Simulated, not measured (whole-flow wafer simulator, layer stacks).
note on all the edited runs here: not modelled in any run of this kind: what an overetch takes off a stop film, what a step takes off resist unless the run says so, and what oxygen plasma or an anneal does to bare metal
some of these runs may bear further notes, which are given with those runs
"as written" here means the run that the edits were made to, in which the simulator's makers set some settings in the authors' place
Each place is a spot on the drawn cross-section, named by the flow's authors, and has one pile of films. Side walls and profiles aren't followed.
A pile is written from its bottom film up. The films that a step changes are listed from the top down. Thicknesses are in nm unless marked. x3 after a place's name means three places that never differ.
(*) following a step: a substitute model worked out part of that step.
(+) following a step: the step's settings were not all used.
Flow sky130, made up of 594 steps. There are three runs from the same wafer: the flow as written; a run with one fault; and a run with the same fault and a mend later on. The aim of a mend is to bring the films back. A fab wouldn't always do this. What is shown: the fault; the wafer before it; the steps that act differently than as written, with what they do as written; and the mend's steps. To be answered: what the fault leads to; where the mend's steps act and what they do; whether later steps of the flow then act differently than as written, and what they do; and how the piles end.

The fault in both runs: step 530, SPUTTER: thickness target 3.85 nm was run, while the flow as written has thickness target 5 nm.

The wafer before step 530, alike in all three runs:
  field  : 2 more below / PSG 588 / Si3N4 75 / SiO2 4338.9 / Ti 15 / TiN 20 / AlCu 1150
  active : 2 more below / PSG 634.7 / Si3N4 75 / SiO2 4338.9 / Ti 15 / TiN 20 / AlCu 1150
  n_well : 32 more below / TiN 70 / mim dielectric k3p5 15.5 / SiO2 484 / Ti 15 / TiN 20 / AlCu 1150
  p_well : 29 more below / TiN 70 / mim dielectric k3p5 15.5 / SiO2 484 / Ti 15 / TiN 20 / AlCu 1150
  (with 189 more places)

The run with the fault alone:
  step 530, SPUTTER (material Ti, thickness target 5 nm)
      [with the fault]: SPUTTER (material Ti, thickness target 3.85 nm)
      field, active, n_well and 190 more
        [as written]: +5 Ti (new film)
        [with the fault]: +3.85 Ti (new film)
  Steps further on in the flow that do not act as written (not shown: 21 more steps that differ only slightly, by at most 2% or 0.5 nm, whichever is larger):
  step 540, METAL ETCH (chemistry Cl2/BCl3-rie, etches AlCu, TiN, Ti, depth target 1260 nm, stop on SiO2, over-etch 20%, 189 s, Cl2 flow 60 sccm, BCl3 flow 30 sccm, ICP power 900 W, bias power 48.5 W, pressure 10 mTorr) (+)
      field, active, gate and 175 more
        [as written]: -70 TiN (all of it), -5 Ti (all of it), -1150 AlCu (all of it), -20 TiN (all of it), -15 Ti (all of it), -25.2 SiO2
        [with the fault]: -70 TiN (all of it), -3.85 Ti (all of it), -1150 AlCu (all of it), -20 TiN (all of it), -15 Ti (all of it), -25.3 SiO2
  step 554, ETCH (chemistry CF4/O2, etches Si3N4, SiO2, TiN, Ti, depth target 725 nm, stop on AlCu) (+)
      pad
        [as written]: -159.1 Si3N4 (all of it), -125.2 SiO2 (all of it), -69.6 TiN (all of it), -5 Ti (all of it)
        [with the fault]: -159.1 Si3N4 (all of it), -125.2 SiO2 (all of it), -69.6 TiN (all of it), -3.85 Ti (all of it)
  By the end, the piles at n_well, p_well, sd_n and 11 more depart from the flow's by more than 2% or 0.5 nm, whichever is larger.
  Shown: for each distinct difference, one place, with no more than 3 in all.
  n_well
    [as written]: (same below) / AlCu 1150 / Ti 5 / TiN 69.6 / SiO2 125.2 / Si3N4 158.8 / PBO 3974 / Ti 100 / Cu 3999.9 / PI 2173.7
    [with the fault]: (same below) / AlCu 1150 / Ti 3.85 / TiN 69.6 / SiO2 125.2 / Si3N4 158.8 / PBO 3974.9 / Ti 100 / Cu 3999.9 / PI 2173.8
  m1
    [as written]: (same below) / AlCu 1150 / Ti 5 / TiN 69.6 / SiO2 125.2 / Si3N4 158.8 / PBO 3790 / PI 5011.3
    [with the fault]: (same below) / AlCu 1150 / Ti 3.85 / TiN 69.6 / SiO2 125.2 / Si3N4 158.8 / PBO 3790.9 / PI 5011.3
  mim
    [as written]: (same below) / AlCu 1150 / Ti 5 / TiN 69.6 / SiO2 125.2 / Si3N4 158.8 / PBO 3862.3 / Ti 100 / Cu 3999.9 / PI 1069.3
    [with the fault]: (same below) / AlCu 1150 / Ti 3.85 / TiN 69.6 / SiO2 125.2 / Si3N4 158.8 / PBO 3863.2 / Ti 100 / Cu 3999.9 / PI 1069.4

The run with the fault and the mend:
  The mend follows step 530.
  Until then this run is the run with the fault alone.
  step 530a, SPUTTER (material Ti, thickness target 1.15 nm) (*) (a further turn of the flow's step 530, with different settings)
      field, active, n_well and 190 more
        +1.15 Ti
  Later steps of the flow that are run all act as written at every place that is followed.
  At every place that both follow, the piles at the end match the flow's.
